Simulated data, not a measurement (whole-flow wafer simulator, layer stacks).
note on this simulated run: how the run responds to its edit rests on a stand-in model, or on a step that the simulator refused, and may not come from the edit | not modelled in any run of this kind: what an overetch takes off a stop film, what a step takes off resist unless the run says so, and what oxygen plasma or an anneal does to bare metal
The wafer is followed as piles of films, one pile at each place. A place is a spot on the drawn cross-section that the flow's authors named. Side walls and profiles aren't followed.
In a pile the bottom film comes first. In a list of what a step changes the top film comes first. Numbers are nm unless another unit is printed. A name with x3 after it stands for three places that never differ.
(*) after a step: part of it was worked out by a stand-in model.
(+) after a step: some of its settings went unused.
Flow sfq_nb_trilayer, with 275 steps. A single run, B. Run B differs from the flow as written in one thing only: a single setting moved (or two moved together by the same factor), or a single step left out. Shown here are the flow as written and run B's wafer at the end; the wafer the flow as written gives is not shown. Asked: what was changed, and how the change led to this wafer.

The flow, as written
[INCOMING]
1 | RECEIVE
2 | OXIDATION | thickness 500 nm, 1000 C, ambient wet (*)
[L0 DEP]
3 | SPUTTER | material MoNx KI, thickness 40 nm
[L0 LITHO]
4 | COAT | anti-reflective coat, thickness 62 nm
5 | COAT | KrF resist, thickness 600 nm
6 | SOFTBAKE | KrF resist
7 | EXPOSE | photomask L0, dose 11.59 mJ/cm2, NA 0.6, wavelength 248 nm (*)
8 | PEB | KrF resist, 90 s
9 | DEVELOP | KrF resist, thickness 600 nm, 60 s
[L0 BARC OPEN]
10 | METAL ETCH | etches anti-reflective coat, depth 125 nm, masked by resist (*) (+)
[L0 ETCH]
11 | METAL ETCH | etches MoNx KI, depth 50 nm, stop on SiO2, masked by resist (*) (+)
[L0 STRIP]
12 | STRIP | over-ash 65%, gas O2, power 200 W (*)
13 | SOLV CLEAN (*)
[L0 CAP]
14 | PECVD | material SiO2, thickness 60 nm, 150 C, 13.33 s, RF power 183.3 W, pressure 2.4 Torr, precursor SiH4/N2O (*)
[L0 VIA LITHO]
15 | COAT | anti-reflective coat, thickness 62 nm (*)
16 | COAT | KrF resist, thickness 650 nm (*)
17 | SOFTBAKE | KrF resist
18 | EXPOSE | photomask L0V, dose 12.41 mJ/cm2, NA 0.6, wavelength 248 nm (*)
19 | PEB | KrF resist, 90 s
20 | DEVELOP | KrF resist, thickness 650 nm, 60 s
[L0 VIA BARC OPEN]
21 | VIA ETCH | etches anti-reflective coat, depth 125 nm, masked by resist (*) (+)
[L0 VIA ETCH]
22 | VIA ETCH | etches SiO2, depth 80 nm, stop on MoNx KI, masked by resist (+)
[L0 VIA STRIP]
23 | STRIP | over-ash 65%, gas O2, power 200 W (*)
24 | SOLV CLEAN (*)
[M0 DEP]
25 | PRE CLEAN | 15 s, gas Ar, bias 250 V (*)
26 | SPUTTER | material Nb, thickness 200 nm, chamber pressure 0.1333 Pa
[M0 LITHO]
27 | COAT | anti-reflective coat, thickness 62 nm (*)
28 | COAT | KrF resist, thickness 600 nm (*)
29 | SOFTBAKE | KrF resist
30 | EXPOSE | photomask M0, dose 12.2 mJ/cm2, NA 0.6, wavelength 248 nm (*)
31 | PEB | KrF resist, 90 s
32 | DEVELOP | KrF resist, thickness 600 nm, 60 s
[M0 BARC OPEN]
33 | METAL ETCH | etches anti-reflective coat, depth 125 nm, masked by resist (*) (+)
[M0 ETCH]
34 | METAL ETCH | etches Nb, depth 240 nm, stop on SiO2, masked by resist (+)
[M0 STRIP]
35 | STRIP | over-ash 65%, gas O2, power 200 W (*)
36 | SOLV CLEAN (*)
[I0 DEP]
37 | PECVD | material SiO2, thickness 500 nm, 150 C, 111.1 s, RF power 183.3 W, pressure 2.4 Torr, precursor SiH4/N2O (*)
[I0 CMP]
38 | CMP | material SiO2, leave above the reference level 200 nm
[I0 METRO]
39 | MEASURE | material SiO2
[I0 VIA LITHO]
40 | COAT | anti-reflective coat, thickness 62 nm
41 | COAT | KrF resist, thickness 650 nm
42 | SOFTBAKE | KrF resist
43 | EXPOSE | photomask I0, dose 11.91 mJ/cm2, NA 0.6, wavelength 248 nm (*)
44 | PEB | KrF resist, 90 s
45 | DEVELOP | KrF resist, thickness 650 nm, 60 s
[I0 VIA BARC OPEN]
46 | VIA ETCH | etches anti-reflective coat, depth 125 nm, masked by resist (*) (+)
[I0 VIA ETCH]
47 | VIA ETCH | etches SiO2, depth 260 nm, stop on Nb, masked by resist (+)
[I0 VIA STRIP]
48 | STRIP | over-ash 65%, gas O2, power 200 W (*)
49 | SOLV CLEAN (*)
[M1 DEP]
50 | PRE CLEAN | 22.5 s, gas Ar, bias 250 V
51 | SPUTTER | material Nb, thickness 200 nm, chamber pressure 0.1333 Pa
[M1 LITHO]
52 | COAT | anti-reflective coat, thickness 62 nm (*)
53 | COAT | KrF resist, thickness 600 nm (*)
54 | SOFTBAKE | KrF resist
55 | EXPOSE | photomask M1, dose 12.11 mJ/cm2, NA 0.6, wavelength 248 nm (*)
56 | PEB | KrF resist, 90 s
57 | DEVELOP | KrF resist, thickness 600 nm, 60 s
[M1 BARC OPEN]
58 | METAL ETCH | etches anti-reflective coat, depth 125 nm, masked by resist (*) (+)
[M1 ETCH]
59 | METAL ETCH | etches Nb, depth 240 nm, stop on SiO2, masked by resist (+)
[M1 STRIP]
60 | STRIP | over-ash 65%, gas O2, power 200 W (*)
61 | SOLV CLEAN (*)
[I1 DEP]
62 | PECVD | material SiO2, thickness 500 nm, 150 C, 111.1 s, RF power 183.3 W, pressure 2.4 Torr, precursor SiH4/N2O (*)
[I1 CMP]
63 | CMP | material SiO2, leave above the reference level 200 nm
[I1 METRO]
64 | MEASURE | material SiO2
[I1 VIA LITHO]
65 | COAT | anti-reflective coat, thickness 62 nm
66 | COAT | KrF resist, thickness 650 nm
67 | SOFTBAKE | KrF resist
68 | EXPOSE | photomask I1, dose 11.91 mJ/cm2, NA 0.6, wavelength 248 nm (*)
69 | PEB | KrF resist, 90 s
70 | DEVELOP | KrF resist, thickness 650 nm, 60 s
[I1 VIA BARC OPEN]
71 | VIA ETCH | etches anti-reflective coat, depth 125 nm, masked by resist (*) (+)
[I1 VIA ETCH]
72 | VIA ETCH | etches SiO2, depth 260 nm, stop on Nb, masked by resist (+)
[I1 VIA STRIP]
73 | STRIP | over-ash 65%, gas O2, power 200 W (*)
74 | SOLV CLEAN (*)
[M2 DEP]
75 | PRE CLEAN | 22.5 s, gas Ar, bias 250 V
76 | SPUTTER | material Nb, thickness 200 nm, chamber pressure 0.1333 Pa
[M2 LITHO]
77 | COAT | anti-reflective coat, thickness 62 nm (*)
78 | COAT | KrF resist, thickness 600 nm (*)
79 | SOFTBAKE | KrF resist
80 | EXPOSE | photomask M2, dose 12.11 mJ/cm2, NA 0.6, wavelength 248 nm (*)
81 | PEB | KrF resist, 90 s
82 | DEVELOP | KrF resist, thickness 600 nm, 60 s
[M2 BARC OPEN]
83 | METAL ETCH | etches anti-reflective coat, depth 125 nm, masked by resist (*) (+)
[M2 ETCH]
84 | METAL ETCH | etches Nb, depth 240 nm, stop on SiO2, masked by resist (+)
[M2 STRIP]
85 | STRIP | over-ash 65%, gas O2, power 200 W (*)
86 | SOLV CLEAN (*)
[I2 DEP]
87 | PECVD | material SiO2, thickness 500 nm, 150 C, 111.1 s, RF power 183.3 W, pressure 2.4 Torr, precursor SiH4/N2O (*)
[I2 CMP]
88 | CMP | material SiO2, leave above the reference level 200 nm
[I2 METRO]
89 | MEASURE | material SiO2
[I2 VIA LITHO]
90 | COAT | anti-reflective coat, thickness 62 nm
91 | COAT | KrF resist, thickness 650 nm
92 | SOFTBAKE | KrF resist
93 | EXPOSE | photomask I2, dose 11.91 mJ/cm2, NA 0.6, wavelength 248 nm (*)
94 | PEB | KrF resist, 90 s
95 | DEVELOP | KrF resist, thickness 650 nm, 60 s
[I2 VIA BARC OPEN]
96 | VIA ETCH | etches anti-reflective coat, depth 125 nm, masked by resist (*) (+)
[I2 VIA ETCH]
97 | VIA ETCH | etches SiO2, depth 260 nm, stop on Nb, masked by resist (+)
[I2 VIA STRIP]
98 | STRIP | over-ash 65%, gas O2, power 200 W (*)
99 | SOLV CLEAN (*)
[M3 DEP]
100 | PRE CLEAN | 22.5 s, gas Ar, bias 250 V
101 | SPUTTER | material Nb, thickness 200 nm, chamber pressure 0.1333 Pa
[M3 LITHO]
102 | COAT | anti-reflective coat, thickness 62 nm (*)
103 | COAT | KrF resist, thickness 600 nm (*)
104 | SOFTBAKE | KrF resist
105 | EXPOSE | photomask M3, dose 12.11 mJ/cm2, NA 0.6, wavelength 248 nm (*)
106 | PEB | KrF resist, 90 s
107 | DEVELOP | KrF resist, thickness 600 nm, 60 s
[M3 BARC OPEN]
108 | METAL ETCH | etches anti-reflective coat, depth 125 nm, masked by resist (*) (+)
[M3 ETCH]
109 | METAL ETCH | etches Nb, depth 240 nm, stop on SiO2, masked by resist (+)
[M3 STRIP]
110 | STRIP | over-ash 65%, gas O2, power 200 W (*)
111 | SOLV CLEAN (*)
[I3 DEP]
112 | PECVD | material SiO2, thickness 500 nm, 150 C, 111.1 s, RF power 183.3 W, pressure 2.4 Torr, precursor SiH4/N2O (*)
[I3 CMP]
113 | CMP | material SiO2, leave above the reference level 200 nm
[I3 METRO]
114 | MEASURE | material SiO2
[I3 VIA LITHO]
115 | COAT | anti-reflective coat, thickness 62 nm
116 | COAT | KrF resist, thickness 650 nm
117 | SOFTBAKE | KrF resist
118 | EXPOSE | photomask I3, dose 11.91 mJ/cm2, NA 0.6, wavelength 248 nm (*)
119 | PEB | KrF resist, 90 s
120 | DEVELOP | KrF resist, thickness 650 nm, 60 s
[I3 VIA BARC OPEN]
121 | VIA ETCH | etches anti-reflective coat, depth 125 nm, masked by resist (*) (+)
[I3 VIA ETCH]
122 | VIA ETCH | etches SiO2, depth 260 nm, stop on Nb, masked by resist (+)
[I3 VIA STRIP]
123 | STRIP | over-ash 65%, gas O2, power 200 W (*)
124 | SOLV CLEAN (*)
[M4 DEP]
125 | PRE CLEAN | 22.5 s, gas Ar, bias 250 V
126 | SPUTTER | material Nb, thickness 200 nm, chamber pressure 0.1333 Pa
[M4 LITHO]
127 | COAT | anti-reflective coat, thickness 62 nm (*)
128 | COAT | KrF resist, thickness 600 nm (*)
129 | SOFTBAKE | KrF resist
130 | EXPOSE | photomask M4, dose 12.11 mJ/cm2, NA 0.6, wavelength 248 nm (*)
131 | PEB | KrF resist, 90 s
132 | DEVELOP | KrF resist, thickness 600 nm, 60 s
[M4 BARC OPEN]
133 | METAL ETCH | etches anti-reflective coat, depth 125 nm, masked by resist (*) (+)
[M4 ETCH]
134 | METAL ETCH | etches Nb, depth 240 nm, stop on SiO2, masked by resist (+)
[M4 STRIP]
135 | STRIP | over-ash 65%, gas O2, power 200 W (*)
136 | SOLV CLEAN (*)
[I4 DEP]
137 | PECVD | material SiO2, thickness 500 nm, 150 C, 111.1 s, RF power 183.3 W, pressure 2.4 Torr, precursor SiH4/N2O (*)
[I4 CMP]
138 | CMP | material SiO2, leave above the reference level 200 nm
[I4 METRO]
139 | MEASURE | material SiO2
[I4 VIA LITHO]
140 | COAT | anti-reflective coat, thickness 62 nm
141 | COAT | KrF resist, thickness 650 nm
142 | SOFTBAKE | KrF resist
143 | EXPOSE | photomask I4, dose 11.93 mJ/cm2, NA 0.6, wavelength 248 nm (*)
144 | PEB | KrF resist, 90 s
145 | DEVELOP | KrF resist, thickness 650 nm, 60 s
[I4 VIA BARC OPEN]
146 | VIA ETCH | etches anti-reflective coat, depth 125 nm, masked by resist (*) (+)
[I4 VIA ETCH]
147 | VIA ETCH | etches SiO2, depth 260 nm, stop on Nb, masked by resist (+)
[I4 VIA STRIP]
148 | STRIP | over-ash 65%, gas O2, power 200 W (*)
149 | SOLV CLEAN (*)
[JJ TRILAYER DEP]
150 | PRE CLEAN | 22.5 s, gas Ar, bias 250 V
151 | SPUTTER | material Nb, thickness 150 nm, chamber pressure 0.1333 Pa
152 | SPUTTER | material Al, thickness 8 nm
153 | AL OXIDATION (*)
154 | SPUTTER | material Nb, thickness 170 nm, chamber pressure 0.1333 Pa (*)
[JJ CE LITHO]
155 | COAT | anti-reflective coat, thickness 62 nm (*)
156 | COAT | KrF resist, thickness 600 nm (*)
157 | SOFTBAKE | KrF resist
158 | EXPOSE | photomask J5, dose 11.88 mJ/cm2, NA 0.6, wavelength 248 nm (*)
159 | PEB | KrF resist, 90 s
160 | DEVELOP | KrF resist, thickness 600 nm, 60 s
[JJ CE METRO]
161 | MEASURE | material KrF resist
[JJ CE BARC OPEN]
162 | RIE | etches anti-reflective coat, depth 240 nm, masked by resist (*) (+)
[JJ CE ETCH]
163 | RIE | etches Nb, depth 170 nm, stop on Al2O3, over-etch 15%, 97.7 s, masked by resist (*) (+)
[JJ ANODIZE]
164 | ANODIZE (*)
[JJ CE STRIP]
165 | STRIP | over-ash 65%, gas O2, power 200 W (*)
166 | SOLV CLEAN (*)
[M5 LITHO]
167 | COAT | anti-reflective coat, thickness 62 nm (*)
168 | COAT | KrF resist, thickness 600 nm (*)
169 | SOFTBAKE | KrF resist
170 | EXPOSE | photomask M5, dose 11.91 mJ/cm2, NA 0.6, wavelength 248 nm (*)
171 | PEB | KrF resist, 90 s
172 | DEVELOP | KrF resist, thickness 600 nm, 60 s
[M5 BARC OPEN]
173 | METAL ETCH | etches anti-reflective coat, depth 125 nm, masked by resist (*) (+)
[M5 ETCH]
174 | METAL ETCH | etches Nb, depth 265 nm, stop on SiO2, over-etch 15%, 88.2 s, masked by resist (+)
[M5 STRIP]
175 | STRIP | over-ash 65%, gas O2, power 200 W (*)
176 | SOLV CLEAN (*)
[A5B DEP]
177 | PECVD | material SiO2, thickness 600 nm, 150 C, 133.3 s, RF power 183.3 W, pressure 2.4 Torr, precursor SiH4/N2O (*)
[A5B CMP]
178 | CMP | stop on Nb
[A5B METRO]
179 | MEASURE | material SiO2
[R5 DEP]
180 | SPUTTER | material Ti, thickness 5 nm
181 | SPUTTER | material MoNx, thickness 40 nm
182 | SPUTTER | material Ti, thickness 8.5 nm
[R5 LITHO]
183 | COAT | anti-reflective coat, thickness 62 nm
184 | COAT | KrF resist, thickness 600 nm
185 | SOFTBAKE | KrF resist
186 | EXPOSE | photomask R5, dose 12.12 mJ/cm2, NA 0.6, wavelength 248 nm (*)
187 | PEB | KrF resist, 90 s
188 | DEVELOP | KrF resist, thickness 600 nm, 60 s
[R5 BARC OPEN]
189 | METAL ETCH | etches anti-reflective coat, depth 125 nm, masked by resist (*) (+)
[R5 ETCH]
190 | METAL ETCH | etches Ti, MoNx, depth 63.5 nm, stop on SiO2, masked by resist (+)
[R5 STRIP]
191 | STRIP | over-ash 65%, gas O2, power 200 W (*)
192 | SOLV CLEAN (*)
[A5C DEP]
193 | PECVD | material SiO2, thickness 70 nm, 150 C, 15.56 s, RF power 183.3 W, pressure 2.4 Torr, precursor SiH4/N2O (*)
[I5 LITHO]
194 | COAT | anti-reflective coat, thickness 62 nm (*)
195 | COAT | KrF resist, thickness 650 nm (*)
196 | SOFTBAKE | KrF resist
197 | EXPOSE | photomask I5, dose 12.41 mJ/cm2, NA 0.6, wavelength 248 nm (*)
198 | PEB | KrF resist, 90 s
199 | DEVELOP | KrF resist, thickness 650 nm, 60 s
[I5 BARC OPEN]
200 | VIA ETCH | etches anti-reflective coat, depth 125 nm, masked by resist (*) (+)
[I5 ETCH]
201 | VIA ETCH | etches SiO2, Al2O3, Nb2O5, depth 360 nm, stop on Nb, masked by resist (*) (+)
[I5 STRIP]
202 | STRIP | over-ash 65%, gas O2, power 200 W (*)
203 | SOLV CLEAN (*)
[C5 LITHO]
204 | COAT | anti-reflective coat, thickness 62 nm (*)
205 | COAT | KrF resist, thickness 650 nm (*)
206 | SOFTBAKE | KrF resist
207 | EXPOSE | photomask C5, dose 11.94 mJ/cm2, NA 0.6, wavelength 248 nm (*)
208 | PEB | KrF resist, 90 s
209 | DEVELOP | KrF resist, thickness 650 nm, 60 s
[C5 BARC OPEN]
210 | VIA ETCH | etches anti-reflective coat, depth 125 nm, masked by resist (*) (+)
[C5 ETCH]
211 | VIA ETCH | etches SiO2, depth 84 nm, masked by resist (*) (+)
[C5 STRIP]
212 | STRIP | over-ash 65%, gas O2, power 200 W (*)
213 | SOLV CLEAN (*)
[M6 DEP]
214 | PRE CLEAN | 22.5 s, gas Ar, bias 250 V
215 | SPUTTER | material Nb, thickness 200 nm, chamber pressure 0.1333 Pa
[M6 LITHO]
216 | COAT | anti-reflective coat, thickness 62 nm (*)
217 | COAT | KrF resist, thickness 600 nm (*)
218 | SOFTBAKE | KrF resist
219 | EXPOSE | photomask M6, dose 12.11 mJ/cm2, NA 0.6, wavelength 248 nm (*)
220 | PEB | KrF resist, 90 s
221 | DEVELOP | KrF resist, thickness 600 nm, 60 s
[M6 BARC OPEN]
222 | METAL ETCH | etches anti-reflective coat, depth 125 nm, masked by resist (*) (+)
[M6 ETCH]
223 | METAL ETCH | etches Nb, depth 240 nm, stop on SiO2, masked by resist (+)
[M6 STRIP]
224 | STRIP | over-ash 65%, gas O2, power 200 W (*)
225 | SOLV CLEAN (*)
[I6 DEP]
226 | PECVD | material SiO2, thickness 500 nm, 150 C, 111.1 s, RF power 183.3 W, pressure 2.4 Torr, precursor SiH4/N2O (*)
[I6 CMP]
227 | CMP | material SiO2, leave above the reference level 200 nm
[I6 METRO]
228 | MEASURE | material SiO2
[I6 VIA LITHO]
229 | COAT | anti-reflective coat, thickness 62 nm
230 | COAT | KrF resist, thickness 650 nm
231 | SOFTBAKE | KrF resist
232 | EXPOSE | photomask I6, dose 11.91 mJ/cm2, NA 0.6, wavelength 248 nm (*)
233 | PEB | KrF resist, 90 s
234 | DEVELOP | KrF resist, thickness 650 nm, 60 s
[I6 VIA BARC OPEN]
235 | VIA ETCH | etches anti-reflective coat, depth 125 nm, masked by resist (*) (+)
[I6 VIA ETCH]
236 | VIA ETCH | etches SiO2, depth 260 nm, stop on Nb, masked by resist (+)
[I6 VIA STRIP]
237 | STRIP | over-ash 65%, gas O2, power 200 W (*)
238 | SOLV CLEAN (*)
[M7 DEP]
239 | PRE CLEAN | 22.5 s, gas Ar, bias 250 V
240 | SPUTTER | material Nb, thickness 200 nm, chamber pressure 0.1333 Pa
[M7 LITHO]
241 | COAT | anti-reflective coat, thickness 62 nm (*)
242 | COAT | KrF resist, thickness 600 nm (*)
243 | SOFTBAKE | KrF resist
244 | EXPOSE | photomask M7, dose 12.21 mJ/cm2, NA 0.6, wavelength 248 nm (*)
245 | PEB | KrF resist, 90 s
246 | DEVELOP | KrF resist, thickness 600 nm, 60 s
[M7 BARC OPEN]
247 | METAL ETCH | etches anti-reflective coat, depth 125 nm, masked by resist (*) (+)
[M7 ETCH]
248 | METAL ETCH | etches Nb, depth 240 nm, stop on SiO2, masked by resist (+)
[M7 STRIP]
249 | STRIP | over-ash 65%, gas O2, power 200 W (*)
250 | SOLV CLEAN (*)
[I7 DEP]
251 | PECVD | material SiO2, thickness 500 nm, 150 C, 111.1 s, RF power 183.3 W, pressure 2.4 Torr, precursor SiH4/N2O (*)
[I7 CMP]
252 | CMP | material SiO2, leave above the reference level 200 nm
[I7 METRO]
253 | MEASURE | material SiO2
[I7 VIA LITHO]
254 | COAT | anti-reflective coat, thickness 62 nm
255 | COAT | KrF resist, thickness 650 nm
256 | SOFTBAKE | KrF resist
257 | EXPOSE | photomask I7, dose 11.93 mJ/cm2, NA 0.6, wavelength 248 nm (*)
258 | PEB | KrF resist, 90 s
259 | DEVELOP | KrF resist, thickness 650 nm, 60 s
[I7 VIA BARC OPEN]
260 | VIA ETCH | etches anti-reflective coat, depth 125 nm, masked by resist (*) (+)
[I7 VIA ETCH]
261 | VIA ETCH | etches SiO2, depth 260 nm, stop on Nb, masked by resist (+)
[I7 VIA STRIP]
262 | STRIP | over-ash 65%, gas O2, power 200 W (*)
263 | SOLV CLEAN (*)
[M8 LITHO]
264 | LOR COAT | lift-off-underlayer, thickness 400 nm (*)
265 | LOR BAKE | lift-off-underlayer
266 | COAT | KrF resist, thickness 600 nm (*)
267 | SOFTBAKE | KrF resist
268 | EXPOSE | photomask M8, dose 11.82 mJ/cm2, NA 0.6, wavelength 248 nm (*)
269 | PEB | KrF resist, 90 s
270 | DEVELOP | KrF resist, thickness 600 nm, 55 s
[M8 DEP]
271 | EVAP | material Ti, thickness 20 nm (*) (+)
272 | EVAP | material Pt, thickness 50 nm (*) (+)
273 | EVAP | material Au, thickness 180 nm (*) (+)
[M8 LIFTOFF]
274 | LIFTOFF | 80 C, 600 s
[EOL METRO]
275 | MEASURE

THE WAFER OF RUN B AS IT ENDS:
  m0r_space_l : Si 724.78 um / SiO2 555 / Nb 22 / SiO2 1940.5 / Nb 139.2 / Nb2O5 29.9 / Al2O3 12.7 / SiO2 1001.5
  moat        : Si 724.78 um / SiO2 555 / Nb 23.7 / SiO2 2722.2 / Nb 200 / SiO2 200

The reason: step 33, METAL ETCH: etches anti-reflective coat, depth 125 nm, masked by resist (*) (+), was omitted.

The path from the change to this, step by step:
  34 | METAL ETCH | etches Nb, depth 240 nm, stop on SiO2, masked by resist (+)
      m0r_space_l, m0r_space_r: anti-reflective coat loses 62 (all of it), Nb loses 178 (it would be, as written: Nb loses 200 (all of it))
      moat: anti-reflective coat loses 63.7 (all of it), Nb loses 176.3 (it would be, as written: Nb loses 200 (all of it))
  35 | STRIP | over-ash 65%, gas O2, power 200 W (*)
      p4_fl, p4_fm, p4_w1 and 68 more: KrF resist loses 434 (all of it), anti-reflective coat loses 62 (all of it) (it would be, as written: KrF resist loses 382.4 (all of it), anti-reflective coat loses 62 (all of it))
      c5j, ce_r, sp_r, be_r, r_sur, res: KrF resist loses 440.7 (all of it), anti-reflective coat loses 63.6 (all of it) (it would be, as written: KrF resist loses 389 (all of it), anti-reflective coat loses 63.6 (all of it))
      (also at 26 further places)
  37 | PECVD | material SiO2, thickness 500 nm, 150 C, 111.1 s, RF power 183.3 W, pressure 2.4 Torr, precursor SiH4/N2O (*)
      m0r_space_l, m0r_space_r: SiO2 gains 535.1 (new film) (it would be, as written: SiO2 gains 557.1)
      moat: SiO2 gains 533.4 (new film) (it would be, as written: SiO2 gains 557.1)
Taking metal films that touch as one body, m0r_space_l has 2 bodies (between them, from the top down: SiO2 1940.5); the flow as written gives 1 body.
Taking metal films that touch as one body, moat has 2 bodies (between them, from the top down: SiO2 2722.2); the flow as written gives 1 body.
